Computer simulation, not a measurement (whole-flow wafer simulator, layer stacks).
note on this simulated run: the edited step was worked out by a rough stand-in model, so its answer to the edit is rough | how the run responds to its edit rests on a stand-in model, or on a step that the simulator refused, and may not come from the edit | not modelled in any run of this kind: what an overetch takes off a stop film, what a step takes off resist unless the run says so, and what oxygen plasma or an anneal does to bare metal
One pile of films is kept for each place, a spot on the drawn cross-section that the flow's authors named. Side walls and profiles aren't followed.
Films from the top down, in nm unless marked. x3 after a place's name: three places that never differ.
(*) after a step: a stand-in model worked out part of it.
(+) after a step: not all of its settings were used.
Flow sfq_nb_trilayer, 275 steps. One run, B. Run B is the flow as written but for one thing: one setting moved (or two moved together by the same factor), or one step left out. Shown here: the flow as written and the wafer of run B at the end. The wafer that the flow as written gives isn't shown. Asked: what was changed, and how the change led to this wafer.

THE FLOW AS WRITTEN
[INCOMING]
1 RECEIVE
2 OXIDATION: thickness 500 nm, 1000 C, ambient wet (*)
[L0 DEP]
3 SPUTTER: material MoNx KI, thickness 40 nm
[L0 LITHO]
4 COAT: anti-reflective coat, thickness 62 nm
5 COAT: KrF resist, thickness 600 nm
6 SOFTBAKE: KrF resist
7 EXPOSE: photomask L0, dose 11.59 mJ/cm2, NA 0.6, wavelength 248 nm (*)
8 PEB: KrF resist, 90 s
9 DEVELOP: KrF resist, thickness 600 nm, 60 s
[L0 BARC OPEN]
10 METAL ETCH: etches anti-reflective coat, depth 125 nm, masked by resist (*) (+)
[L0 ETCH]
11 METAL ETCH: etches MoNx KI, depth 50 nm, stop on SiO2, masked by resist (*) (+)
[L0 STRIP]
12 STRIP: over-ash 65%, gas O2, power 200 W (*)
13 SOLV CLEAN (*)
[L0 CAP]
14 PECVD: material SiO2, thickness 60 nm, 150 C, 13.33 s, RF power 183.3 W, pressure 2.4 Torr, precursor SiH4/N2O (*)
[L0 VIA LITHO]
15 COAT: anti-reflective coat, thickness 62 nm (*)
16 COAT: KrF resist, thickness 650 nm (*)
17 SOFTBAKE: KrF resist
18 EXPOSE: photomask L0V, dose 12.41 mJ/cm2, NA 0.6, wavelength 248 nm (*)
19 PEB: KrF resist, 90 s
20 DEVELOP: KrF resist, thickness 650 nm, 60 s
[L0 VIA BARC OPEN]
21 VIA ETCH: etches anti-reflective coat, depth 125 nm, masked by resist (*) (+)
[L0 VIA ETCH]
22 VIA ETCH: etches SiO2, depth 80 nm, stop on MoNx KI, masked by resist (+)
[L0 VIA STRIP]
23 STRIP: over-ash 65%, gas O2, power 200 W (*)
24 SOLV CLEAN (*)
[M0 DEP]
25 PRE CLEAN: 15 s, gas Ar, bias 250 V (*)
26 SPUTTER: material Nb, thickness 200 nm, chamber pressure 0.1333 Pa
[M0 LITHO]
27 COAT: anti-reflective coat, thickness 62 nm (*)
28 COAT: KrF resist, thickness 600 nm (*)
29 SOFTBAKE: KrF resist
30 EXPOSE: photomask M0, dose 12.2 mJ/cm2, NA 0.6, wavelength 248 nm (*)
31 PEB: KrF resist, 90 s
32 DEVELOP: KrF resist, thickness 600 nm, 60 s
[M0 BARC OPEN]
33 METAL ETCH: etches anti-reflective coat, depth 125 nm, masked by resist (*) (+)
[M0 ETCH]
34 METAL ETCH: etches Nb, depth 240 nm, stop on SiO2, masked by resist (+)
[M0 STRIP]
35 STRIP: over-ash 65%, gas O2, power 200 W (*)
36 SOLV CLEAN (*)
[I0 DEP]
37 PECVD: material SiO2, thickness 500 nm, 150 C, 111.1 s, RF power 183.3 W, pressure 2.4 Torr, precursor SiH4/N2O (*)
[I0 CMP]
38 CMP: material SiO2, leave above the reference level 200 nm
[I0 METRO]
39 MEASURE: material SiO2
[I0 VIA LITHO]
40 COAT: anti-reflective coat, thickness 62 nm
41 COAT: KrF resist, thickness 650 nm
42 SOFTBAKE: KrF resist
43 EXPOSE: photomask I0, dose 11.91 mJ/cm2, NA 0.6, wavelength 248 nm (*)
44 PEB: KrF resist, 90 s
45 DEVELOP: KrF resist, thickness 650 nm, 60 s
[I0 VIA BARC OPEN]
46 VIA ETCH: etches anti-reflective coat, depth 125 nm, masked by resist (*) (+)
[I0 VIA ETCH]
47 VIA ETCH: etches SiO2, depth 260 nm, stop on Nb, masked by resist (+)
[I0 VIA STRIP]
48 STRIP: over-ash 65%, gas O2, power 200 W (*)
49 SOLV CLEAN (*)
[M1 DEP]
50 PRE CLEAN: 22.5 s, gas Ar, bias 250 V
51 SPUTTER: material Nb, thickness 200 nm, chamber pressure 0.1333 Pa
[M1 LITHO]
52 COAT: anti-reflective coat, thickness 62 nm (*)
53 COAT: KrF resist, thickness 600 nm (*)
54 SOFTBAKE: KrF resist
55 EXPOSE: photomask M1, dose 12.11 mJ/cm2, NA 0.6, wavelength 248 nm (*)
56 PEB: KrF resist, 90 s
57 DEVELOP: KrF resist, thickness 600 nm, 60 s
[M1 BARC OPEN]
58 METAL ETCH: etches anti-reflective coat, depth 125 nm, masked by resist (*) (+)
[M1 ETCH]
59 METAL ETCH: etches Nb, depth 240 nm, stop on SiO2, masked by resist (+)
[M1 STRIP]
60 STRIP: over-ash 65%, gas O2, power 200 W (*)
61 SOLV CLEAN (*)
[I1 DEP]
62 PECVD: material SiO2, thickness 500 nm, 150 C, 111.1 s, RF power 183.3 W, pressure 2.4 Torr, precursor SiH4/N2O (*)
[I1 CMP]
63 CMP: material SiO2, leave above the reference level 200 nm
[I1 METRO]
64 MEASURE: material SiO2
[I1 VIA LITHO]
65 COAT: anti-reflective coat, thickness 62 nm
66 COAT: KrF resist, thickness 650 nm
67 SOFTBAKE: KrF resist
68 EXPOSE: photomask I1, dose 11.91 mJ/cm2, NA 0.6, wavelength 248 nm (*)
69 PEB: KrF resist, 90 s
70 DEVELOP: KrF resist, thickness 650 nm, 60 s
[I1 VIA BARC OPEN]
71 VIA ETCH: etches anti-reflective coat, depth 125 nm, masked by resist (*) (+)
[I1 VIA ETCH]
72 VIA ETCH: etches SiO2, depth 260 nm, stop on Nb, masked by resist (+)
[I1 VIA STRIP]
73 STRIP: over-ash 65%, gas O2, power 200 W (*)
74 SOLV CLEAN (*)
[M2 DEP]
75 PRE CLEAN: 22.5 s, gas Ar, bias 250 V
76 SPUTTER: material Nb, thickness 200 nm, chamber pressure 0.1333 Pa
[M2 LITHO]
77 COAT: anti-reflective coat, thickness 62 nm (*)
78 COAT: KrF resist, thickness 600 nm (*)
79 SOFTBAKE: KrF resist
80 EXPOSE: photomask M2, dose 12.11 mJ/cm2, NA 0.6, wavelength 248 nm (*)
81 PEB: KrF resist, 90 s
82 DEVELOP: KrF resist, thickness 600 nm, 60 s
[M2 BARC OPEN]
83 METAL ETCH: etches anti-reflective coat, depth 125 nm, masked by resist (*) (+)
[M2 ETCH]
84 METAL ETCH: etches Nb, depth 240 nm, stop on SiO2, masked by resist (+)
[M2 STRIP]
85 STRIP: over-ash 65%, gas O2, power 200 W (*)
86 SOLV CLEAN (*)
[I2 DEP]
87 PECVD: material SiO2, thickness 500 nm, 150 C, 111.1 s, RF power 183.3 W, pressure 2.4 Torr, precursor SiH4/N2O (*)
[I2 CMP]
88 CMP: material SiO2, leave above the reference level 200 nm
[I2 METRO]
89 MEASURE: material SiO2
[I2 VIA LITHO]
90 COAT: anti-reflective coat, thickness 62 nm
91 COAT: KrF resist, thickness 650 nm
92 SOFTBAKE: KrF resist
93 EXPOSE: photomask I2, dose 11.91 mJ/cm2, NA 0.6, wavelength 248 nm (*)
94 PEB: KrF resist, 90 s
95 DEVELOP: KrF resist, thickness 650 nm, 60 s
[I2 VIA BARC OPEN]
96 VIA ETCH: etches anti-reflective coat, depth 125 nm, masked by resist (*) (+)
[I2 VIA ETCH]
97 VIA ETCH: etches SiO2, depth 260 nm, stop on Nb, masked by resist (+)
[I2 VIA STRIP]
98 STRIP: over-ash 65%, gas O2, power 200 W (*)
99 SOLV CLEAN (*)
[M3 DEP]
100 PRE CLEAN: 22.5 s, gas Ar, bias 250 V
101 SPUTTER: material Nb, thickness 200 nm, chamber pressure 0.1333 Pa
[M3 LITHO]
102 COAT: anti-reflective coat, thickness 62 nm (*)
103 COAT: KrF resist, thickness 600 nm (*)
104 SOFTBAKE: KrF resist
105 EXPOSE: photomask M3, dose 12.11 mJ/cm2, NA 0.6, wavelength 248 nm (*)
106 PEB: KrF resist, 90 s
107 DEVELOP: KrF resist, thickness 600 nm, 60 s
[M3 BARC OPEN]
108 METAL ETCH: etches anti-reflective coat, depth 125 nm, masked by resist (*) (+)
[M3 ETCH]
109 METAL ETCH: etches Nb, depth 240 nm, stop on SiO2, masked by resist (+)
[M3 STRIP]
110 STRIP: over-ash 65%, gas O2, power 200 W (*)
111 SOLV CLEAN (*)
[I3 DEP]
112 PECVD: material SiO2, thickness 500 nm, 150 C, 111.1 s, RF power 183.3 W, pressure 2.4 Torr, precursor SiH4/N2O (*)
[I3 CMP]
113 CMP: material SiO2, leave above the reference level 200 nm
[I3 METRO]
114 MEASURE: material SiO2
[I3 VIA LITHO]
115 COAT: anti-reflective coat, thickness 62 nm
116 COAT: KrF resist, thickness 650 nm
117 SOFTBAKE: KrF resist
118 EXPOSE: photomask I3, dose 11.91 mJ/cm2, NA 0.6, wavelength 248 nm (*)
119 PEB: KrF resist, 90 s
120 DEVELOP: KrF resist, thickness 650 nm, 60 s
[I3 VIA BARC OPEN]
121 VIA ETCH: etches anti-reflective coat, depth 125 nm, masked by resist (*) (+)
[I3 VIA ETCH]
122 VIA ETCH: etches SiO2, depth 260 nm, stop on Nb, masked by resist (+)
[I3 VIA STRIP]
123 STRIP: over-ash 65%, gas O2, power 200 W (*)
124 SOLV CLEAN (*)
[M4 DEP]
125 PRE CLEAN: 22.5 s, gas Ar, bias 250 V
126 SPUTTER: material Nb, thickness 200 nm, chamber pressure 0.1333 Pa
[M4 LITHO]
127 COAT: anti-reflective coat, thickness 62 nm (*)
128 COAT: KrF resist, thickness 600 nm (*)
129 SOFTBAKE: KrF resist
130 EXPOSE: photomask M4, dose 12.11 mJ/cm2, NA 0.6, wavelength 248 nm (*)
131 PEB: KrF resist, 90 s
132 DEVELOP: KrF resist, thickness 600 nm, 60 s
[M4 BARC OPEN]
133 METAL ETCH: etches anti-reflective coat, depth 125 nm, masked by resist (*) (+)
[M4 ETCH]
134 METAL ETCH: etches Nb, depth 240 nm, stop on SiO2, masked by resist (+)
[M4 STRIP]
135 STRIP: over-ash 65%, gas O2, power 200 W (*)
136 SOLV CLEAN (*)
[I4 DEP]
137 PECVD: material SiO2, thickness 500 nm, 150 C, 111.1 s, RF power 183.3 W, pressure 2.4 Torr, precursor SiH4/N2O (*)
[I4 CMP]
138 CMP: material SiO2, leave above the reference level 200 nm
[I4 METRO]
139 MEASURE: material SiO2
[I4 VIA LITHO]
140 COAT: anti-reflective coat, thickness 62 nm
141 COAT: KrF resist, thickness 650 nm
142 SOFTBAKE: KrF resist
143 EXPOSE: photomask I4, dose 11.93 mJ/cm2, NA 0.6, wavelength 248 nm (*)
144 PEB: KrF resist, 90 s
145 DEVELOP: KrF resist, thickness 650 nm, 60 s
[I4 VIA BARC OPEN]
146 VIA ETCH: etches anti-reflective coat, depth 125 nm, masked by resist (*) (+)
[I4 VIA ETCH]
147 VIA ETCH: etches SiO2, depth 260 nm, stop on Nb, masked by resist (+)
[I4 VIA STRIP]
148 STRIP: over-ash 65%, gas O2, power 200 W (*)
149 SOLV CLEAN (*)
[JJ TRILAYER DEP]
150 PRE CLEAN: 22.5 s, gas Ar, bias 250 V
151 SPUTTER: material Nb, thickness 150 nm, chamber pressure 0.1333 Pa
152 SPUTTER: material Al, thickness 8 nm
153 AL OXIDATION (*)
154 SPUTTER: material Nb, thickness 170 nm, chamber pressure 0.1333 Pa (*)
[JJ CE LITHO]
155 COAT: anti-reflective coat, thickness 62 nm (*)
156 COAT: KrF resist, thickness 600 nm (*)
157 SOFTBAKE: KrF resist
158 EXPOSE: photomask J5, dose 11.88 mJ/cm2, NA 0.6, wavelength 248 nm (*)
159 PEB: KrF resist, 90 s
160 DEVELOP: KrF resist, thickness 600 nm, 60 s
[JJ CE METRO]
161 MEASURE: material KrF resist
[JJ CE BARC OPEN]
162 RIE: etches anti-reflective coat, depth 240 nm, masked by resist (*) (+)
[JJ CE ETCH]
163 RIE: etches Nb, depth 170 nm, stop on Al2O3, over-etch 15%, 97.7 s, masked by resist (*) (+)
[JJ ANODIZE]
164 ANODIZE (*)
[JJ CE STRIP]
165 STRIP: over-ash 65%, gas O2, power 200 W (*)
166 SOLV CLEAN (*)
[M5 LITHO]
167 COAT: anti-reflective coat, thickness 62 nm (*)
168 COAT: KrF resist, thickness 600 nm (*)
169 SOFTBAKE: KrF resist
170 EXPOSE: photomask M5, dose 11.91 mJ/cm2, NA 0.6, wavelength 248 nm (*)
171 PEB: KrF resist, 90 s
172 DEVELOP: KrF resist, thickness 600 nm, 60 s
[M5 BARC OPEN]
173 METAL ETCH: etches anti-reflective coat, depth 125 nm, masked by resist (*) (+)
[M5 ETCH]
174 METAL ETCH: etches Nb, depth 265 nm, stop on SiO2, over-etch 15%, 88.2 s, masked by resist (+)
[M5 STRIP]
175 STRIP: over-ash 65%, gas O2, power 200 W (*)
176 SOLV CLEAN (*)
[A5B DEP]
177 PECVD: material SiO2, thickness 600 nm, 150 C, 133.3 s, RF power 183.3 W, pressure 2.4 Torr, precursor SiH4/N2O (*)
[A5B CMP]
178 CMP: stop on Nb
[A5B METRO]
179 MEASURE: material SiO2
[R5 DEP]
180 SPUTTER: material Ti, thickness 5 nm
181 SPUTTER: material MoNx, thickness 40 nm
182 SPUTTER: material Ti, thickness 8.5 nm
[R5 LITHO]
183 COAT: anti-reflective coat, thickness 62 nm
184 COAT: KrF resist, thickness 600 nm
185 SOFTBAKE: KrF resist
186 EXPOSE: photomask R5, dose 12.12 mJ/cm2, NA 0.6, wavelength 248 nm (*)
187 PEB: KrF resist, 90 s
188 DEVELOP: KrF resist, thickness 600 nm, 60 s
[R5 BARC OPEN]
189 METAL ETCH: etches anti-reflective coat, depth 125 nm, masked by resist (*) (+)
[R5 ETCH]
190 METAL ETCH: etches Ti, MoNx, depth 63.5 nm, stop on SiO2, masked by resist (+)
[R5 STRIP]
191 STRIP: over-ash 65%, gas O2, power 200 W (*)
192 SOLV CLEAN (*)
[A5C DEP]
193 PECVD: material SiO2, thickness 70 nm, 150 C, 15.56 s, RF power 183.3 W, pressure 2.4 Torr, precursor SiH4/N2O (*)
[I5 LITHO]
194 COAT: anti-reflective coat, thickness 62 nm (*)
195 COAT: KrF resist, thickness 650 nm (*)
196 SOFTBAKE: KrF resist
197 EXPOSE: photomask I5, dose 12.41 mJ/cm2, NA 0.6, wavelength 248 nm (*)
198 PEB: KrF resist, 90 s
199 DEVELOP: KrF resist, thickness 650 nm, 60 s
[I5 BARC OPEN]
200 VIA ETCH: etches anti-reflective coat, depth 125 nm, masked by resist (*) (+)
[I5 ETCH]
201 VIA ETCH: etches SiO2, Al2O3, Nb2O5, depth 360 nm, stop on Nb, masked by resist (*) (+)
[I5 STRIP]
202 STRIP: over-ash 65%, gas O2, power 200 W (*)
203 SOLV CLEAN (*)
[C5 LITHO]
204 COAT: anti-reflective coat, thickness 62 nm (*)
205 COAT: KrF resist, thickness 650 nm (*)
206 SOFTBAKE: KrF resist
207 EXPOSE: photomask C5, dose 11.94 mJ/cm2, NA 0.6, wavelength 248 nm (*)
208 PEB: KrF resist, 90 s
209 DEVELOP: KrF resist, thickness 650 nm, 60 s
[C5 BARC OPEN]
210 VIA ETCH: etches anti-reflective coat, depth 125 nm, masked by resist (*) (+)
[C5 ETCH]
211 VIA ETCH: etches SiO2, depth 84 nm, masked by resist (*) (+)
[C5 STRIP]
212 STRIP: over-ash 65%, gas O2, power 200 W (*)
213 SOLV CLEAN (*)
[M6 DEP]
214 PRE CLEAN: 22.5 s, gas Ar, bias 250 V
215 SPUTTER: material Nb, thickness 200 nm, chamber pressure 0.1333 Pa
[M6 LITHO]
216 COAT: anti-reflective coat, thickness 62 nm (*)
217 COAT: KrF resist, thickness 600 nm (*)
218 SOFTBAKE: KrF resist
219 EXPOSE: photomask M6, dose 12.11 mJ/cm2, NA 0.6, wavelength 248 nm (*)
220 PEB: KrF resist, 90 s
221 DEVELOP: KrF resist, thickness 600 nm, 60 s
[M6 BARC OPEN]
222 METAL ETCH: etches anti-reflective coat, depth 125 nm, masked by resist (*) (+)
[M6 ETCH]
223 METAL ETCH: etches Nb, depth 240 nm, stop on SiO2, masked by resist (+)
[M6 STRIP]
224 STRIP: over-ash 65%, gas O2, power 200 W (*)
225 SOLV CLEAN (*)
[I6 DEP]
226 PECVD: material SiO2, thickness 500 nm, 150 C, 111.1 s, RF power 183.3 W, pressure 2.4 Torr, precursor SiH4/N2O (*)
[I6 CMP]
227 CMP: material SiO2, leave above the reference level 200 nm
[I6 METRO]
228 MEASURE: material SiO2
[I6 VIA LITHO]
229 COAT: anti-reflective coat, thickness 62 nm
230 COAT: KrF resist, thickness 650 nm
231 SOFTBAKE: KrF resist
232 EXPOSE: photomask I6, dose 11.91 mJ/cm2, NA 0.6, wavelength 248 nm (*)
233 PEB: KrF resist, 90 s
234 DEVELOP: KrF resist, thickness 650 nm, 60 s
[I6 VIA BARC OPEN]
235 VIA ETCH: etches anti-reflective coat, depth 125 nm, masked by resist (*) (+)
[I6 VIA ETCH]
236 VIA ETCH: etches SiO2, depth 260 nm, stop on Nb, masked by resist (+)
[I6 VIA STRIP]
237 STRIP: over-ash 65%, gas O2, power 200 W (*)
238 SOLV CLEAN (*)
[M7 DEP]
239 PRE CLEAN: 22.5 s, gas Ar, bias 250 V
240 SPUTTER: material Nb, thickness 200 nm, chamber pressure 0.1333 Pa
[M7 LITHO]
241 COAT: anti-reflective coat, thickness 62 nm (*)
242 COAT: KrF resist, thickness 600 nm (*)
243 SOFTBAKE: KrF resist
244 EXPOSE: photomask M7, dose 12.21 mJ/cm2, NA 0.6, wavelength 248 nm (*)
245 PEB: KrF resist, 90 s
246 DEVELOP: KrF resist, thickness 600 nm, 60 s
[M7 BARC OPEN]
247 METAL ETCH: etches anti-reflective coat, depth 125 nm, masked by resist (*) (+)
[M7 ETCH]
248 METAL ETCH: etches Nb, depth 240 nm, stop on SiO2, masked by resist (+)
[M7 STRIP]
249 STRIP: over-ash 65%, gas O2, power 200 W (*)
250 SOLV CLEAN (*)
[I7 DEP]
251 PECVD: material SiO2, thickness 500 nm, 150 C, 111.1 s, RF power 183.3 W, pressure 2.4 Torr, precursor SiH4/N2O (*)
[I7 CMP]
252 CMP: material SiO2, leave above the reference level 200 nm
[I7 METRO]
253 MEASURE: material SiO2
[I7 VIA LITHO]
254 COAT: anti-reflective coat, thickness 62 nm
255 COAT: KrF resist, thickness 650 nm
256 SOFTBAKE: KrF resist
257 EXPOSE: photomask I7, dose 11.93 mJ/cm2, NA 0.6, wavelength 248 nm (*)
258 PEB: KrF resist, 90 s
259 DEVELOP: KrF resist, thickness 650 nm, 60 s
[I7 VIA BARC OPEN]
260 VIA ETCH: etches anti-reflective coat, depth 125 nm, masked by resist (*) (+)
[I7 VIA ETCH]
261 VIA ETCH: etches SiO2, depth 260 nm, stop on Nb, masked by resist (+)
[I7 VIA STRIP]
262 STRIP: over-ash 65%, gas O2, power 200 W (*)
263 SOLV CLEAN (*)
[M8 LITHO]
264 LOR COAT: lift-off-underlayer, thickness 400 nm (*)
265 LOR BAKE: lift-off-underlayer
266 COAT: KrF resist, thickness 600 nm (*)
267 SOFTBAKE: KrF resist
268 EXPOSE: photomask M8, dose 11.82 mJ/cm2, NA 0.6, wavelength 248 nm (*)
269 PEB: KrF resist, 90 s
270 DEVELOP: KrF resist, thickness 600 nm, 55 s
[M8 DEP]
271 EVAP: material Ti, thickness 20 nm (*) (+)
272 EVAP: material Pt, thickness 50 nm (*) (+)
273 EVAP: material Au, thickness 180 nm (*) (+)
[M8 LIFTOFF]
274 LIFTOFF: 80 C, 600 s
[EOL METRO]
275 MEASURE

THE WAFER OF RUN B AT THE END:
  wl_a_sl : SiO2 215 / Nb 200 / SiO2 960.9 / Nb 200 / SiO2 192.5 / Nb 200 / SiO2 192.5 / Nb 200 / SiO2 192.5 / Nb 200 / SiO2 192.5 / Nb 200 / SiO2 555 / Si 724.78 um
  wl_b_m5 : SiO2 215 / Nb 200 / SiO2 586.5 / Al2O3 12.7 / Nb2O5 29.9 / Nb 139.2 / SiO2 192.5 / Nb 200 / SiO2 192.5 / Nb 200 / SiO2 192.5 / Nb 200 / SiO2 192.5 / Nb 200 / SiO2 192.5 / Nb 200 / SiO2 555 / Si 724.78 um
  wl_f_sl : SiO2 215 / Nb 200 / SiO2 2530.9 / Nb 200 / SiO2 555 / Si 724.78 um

The cause: step 226, PECVD: thickness 385 nm was run, where the flow has thickness 500 nm; step 226, PECVD: 85.56 s was run, where the flow has 111.1 s.

How the change led to this, step by step:
  226 PECVD: material SiO2, thickness 500 nm, 150 C, 111.1 s, RF power 183.3 W, pressure 2.4 Torr, precursor SiH4/N2O (*)
      field_l, p4_fl, p4_fm and 62 more: SiO2 +385 (as written it would be: SiO2 +500)
      v_sur, via_wl, via_w and 21 more: SiO2 +385 (new film) (as written it would be: SiO2 +500 (new film))
      (and at 17 more places)
  227 CMP: material SiO2, leave above the reference level 200 nm
      field_l, p4_fl, p4_fm and 59 more: nothing (as written it would be: SiO2 -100)
      moat, field_r, lsp_l, ln_m5, lsp_m: nothing (as written it would be: SiO2 -93.6)
      (and at 39 more places)
  229 COAT: anti-reflective coat, thickness 62 nm
      via_wl, via_w, via_wr, sp_r, be_r, r_sur, res: anti-reflective coat +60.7 (new film) (as written it would be: anti-reflective coat +62 (new film))
      l0v, l0r_line_l, m5r_space_l, m5r_space_r: anti-reflective coat +63.3 (new film) (as written it would be: anti-reflective coat +62 (new film))
      (and at 43 more places)
  230 COAT: KrF resist, thickness 650 nm
      be: KrF resist +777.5 (new film) (as written it would be: KrF resist +650 (new film))
      be_sur: KrF resist +635 (new film) (as written it would be: KrF resist +650 (new film))
  235 VIA ETCH: etches anti-reflective coat, depth 125 nm, masked by resist (*) (+)
      field_l, v_sur, via_wl and 102 more: KrF resist -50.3 (as written it would be: KrF resist -51.7)
      via_v: anti-reflective coat -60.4 (all of it), SiO2 -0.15 (as written it would be: anti-reflective coat -62 (all of it), SiO2 -0.16)
  237 STRIP: over-ash 65%, gas O2, power 200 W (*)
      wl_c_sl, wl_c_sr, wl_f_sl: KrF resist -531 (all of it), anti-reflective coat -64 (all of it) (as written it would be: KrF resist -528.6 (all of it), anti-reflective coat -62 (all of it))
      via_w, via_wr: KrF resist -523.8 (all of it), anti-reflective coat -60.7 (all of it) (as written it would be: KrF resist -528.6 (all of it), anti-reflective coat -62 (all of it))
      (and at 48 more places)
  240 SPUTTER: material Nb, thickness 200 nm, chamber pressure 0.1333 Pa
      be: Nb +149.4 (new film) (as written it would be: Nb +200 (new film))
  241 COAT: anti-reflective coat, thickness 62 nm (*)
      wl_c_sl, wl_c_sr, wl_f_sl, wl_f_sr, m0r_space_l, m0r_space_r, m7r_space_l, m7r_space_r: anti-reflective coat +63.9 (new film) (as written it would be: anti-reflective coat +62 (new film))
      be_r, r_sur, res: anti-reflective coat +60.4 (new film) (as written it would be: anti-reflective coat +61.7 (new film))
      (and at 40 more places)
  242 COAT: KrF resist, thickness 600 nm (*)
      wire: KrF resist +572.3 (new film) (as written it would be: KrF resist +591.7 (new film))
      be: KrF resist +730.7 (new film) (as written it would be: KrF resist +592.4 (new film))
      (and at 1 more place)
  247 METAL ETCH: etches anti-reflective coat, depth 125 nm, masked by resist (*) (+)
      wl_c_sl, wl_c_sr, m0r_space_l, m0r_space_r, m7r_space_l, m7r_space_r: anti-reflective coat -63.9 (all of it) (as written it would be: anti-reflective coat -62 (all of it))
      m5r_linepad_l, m5r_linepad_r: anti-reflective coat -67.8 (all of it) (as written it would be: anti-reflective coat -62 (all of it))
      (and at 13 more places)
  249 STRIP: over-ash 65%, gas O2, power 200 W (*)
      v_sur: KrF resist -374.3 (all of it), anti-reflective coat -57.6 (all of it) (as written it would be: KrF resist -379.9 (all of it), anti-reflective coat -61.4 (all of it))
      via_wl: KrF resist -372.2 (all of it), anti-reflective coat -59.9 (all of it) (as written it would be: KrF resist -379.3 (all of it), anti-reflective coat -61.3 (all of it))
      (and at 29 more places)
  251 PECVD: material SiO2, thickness 500 nm, 150 C, 111.1 s, RF power 183.3 W, pressure 2.4 Torr, precursor SiH4/N2O (*)
      be: SiO2 +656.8 (new film) (as written it would be: SiO2 +500 (new film))
  252 CMP: material SiO2, leave above the reference level 200 nm
      field_l, p4_fl, p4_fm and 48 more: SiO2 -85 (as written it would be: SiO2 -100)
      wl_a_sl, wl_a_sr, wl_b_sl and 9 more: SiO2 -285 (as written it would be: SiO2 -300)
      (and at 12 more places)
